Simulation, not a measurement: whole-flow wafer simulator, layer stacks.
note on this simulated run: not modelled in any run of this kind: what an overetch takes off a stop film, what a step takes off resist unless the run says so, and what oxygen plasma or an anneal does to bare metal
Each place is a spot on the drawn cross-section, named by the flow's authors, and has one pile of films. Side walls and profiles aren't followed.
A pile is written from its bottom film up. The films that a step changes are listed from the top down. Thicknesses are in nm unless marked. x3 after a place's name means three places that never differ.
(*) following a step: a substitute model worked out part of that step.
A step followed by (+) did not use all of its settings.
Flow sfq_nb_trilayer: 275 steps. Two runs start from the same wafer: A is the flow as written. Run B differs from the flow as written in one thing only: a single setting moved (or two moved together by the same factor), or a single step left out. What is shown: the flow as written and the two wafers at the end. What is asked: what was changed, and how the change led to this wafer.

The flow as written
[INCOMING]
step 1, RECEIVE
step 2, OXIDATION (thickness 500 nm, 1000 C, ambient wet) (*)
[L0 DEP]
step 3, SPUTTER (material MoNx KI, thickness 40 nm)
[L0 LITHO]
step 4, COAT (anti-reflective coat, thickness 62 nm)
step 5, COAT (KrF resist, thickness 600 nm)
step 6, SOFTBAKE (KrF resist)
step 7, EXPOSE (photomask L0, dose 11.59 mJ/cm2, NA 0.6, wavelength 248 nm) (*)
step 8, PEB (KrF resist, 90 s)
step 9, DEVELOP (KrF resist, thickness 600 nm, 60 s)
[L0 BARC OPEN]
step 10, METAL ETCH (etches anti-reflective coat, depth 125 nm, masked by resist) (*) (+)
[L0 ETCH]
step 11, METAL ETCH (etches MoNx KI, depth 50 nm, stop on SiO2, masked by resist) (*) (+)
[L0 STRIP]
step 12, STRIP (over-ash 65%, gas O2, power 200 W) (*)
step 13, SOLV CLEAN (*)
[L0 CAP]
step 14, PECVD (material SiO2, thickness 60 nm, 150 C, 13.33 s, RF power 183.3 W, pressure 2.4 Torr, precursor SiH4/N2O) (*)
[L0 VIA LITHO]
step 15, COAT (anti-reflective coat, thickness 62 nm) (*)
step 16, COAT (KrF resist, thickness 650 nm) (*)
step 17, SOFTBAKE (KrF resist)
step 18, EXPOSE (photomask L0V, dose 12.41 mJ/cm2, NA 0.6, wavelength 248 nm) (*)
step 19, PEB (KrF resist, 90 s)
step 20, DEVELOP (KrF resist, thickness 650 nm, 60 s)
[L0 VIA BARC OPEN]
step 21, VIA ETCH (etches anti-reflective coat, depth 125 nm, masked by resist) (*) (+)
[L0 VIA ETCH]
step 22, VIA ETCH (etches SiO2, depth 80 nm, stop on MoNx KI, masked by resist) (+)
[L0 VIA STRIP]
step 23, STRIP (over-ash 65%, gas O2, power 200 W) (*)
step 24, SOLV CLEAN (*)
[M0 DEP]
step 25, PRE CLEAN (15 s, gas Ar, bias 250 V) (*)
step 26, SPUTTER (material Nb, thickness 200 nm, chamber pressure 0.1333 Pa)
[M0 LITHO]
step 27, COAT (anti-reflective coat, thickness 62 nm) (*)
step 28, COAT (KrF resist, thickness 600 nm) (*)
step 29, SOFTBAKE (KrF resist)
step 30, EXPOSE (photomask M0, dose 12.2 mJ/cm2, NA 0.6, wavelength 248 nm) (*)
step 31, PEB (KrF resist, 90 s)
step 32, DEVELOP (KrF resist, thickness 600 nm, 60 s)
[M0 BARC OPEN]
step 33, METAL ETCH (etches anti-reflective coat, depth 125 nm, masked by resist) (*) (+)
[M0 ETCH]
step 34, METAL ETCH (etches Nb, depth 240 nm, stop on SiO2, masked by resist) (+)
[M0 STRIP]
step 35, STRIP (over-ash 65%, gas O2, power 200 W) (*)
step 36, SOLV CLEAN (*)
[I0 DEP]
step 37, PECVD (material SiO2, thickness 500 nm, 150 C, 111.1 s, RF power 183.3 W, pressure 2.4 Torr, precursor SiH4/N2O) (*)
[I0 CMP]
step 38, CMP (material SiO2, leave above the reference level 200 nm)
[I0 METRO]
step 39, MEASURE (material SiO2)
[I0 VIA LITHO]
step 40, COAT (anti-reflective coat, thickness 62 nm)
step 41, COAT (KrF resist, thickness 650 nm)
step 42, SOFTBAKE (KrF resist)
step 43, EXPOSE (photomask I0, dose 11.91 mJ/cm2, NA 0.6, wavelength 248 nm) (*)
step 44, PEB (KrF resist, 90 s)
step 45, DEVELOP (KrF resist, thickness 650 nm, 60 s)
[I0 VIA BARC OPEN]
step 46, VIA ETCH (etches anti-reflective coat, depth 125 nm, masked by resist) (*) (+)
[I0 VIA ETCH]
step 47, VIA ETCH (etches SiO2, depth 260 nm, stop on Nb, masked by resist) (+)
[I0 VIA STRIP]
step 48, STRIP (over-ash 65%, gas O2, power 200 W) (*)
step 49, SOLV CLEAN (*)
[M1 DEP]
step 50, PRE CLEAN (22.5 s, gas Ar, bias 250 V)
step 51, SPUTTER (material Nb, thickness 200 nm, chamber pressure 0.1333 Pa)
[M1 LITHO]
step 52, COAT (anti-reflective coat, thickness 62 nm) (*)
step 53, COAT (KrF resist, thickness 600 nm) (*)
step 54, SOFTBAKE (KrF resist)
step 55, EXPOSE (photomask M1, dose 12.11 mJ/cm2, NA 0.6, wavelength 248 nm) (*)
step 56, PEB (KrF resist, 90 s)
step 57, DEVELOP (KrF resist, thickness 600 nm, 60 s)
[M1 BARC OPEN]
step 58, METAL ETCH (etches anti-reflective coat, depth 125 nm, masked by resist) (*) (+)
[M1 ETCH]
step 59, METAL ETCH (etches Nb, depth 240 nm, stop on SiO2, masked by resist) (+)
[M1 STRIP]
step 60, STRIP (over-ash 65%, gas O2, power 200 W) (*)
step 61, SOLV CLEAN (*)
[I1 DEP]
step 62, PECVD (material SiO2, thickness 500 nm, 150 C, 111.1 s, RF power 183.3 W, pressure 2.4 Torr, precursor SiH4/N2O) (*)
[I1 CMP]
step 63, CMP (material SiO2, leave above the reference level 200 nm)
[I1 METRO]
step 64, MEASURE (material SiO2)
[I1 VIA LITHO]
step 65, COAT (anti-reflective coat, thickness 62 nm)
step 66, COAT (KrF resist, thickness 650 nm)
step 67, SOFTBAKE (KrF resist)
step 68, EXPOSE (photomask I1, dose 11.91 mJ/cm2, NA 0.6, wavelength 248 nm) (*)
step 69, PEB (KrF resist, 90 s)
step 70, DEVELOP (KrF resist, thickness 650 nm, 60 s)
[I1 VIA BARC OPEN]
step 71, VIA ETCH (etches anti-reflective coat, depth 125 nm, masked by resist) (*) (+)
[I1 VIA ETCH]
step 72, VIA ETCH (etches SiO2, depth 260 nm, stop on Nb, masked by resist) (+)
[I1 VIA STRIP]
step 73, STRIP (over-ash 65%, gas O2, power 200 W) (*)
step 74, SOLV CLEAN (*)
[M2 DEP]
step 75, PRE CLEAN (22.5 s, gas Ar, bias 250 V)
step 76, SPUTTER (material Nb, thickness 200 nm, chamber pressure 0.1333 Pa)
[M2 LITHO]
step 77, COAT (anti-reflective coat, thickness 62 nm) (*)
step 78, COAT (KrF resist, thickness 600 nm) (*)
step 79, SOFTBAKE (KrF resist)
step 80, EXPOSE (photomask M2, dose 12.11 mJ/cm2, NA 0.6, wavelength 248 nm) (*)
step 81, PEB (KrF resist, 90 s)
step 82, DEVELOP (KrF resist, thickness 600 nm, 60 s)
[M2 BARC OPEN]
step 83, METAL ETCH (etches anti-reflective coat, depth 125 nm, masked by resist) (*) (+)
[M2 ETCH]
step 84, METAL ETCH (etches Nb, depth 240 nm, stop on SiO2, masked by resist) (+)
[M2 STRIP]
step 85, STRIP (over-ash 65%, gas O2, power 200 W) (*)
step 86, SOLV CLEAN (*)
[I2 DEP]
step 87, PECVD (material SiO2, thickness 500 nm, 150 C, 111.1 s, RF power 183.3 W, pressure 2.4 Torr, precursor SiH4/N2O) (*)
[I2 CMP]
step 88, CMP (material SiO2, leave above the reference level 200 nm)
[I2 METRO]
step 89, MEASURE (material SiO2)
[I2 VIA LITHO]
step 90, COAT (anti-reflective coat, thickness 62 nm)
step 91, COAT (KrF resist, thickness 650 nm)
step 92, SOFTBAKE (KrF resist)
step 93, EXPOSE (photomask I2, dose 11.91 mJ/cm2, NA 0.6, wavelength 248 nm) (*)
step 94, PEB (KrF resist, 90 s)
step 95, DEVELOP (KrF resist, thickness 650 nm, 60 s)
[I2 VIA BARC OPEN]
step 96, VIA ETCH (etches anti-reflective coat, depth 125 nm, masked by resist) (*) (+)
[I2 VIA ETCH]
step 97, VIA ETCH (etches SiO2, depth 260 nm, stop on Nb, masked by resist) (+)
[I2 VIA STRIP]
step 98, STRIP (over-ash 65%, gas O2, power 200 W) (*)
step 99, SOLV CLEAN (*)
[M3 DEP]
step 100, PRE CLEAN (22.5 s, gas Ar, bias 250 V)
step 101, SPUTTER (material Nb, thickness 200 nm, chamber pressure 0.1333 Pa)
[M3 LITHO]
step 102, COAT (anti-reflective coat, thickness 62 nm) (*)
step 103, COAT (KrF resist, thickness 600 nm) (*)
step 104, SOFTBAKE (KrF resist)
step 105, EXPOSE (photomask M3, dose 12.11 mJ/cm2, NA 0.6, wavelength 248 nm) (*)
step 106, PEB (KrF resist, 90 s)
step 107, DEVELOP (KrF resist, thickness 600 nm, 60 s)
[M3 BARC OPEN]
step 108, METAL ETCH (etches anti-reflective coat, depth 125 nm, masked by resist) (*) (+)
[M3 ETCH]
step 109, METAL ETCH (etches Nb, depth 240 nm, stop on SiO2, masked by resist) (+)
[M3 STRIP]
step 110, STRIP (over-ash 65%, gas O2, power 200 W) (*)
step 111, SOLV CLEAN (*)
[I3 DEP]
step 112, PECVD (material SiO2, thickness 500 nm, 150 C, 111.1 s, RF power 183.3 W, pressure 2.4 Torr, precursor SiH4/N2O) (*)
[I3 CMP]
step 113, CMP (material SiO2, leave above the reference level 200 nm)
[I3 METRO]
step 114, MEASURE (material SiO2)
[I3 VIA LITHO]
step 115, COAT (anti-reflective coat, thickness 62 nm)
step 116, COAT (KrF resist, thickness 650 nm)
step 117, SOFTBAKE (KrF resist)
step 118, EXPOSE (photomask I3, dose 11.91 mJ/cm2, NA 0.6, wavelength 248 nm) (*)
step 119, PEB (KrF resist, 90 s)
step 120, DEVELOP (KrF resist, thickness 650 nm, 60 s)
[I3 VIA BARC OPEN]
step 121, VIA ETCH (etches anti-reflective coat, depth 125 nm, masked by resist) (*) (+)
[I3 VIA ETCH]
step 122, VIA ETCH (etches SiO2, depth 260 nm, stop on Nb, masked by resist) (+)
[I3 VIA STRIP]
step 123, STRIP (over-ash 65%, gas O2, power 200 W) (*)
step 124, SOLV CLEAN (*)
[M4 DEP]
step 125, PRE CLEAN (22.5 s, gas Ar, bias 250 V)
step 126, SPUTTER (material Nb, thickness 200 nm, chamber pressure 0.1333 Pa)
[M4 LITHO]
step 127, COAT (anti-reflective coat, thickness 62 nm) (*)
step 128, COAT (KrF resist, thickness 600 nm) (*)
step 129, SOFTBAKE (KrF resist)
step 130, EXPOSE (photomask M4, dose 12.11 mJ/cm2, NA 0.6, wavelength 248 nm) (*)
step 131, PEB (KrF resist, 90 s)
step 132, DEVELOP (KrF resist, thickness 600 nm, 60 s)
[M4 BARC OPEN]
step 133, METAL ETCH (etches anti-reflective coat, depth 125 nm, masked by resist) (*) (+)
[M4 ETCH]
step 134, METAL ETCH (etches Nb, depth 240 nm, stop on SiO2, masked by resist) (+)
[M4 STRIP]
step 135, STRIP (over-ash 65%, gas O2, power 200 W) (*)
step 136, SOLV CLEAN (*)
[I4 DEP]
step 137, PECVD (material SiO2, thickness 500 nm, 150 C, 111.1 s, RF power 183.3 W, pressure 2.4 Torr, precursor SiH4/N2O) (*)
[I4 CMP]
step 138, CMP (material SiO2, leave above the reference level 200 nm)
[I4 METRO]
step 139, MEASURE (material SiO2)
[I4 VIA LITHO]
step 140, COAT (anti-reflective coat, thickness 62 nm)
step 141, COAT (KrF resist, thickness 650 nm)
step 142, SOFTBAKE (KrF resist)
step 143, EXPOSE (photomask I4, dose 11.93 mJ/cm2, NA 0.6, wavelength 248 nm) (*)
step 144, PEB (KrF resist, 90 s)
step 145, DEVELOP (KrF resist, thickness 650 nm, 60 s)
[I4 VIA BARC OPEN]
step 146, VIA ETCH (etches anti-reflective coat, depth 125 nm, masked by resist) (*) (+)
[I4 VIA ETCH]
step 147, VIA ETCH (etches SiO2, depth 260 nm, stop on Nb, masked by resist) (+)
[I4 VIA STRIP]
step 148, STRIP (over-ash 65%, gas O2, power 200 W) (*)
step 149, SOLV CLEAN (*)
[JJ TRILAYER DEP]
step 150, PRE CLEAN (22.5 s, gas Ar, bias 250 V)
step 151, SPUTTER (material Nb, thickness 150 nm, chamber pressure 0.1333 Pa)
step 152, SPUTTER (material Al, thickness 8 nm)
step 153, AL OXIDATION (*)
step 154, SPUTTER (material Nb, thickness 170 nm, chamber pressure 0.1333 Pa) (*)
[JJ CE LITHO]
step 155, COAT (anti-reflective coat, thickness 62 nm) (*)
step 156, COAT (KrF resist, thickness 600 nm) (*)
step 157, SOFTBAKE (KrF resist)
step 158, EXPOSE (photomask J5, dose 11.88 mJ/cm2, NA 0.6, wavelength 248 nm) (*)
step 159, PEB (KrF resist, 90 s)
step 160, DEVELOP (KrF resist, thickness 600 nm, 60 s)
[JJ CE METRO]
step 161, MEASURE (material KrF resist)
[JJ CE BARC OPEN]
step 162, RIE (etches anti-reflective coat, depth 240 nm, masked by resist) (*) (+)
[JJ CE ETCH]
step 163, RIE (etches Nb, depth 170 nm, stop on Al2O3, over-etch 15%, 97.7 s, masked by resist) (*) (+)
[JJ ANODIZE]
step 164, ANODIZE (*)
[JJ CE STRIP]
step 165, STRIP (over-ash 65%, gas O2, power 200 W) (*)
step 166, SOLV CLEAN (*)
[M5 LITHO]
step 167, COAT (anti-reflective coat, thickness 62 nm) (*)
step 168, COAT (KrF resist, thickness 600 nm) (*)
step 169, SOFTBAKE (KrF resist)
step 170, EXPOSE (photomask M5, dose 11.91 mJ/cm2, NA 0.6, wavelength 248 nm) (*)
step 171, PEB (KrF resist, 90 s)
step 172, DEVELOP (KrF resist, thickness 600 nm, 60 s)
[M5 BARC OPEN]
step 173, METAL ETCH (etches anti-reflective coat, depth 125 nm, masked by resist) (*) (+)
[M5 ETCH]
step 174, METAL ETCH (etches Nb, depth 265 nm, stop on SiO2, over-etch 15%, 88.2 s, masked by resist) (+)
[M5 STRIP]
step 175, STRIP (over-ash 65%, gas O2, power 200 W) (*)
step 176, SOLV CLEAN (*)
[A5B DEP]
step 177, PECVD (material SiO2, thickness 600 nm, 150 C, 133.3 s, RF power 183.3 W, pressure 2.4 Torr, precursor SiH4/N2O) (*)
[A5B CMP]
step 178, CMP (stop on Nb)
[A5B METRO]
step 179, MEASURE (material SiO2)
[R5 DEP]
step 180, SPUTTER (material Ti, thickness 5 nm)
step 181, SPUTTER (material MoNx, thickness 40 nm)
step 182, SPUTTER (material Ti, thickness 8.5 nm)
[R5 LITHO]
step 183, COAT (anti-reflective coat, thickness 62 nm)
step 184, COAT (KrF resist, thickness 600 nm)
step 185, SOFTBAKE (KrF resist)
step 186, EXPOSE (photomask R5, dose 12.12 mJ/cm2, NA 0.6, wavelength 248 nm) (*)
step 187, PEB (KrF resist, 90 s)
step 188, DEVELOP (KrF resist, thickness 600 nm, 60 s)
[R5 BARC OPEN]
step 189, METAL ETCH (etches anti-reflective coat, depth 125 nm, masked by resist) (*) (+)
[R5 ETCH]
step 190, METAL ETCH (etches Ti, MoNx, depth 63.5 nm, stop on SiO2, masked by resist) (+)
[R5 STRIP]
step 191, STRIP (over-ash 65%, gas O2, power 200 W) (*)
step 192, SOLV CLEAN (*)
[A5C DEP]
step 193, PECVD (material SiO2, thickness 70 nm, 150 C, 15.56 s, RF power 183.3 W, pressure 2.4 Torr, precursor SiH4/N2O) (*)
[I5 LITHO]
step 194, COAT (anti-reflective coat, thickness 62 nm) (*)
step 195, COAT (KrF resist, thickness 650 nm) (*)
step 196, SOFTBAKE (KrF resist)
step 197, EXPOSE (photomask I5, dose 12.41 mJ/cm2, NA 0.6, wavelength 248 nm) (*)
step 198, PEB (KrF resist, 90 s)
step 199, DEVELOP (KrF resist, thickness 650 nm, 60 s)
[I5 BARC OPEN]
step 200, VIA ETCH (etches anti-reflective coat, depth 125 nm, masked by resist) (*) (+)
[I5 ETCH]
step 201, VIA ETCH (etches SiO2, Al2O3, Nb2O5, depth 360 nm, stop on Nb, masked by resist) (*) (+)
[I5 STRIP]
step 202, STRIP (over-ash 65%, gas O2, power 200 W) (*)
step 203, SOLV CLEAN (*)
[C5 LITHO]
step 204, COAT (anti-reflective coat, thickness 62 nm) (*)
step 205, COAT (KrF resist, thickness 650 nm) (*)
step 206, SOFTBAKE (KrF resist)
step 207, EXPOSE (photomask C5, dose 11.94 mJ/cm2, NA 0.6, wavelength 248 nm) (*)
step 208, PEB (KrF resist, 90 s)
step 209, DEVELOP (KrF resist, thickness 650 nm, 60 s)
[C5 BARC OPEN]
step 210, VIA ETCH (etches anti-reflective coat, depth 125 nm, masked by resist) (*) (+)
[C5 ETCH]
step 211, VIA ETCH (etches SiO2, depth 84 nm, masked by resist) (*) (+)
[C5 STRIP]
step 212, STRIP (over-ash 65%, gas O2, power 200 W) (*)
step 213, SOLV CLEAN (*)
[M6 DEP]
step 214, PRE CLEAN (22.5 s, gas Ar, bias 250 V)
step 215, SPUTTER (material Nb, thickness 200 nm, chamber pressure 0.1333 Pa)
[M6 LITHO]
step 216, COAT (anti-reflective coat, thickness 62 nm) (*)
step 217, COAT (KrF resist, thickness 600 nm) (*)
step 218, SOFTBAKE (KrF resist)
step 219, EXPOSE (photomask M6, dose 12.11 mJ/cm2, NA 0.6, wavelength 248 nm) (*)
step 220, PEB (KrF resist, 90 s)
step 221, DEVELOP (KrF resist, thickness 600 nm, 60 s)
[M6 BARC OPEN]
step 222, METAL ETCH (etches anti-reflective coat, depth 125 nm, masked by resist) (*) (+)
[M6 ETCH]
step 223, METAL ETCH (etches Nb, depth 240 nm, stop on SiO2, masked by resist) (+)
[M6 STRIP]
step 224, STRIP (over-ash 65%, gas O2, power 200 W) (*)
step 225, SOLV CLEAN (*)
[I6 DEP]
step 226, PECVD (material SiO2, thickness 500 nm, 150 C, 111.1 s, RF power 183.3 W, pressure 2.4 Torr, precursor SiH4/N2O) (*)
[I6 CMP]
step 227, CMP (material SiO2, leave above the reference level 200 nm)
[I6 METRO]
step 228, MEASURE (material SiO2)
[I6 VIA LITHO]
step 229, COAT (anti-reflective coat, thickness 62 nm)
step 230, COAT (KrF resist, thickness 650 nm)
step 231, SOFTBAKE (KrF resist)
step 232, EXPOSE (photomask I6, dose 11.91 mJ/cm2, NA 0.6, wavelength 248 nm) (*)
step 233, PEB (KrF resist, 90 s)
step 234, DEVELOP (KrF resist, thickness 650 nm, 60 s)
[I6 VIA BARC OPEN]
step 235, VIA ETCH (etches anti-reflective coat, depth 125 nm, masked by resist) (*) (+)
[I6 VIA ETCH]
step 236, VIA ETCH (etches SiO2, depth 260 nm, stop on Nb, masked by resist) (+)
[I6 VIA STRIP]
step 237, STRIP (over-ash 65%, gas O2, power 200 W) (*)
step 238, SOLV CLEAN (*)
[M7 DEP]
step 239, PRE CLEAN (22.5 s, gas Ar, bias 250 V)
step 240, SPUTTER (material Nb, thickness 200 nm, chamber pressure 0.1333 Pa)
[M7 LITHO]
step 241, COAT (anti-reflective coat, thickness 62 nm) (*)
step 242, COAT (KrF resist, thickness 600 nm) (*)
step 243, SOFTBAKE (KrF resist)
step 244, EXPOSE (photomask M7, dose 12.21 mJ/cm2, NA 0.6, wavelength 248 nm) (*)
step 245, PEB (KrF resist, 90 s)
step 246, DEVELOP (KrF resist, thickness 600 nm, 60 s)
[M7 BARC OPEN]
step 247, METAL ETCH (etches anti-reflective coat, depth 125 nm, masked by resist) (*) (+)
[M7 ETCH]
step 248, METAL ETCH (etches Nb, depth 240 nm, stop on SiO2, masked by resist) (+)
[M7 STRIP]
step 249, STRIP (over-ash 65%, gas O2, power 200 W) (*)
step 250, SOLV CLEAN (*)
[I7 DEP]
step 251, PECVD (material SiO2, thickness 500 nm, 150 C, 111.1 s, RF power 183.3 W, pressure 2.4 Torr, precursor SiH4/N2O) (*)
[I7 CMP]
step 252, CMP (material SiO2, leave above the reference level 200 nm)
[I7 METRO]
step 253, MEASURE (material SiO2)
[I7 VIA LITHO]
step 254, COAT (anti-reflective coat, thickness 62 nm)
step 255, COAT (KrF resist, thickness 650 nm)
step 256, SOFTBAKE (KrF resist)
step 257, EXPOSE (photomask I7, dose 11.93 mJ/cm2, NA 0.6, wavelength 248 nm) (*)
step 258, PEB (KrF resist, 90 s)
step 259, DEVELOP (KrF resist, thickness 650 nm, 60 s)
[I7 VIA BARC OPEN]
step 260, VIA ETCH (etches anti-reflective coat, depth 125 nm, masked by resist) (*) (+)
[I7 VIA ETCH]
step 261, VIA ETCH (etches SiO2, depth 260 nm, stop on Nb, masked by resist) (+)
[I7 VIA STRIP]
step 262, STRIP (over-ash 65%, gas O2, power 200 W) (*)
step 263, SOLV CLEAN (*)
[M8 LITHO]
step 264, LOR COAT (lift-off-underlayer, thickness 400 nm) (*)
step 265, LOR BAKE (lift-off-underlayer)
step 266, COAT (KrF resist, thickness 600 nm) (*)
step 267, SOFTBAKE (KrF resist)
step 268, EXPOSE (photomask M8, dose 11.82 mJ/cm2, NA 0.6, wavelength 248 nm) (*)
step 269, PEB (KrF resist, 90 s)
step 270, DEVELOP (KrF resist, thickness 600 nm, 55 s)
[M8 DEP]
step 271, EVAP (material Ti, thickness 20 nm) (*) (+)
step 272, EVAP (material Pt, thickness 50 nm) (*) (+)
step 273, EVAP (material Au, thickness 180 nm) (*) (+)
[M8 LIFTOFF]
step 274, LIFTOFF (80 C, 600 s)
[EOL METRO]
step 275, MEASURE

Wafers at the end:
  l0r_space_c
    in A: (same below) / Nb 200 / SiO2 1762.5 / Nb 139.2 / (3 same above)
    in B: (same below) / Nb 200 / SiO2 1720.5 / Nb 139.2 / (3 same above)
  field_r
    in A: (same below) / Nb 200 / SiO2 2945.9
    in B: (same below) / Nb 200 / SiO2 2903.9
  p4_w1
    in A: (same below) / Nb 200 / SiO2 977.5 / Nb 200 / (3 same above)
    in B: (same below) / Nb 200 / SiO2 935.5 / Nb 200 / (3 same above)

Cause: step 63, CMP: leave above the reference level 158 nm was run, whereas the flow has leave above the reference level 200 nm.

How this came from the change, step by step:
  step 63, CMP (material SiO2, leave above the reference level 200 nm)
      field_l, be, be_sur and 72 more: A SiO2 loses 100 | B SiO2 loses 142
      v_sur, via_wl, via_wr and 20 more: A SiO2 loses 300 | B SiO2 loses 342
      (as well as at 8 more places)
  step 72, VIA ETCH (etches SiO2, depth 260 nm, stop on Nb, masked by resist) (+)
      field_l, v_sur, via_wl and 102 more: A KrF resist loses 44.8 | B KrF resist loses 40.8
      via_v: A SiO2 loses 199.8 (all of it) | B SiO2 loses 157.8 (all of it)
  step 76, SPUTTER (material Nb, thickness 200 nm, chamber pressure 0.1333 Pa)
      via_v: A Nb gains 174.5 | B Nb gains 183.1
  step 77, COAT (anti-reflective coat, thickness 62 nm) (*)
      via_v: A anti-reflective coat gains 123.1 (new film) | B anti-reflective coat gains 112.7 (new film)
  step 78, COAT (KrF resist, thickness 600 nm) (*)
      via_v: A KrF resist gains 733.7 (new film) | B KrF resist gains 700 (new film)
  step 85, STRIP (over-ash 65%, gas O2, power 200 W) (*)
      via_v: A KrF resist loses 515.8 (all of it), anti-reflective coat loses 123.1 (all of it) | B KrF resist loses 482.1 (all of it), anti-reflective coat loses 112.7 (all of it)
  step 87, PECVD (material SiO2, thickness 500 nm, 150 C, 111.1 s, RF power 183.3 W, pressure 2.4 Torr, precursor SiH4/N2O) (*)
      via_v: A SiO2 gains 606 (new film) | B SiO2 gains 530.9 (new film)
  step 88, CMP (material SiO2, leave above the reference level 200 nm)
      via_v: A SiO2 loses 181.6 | B SiO2 loses 157.1
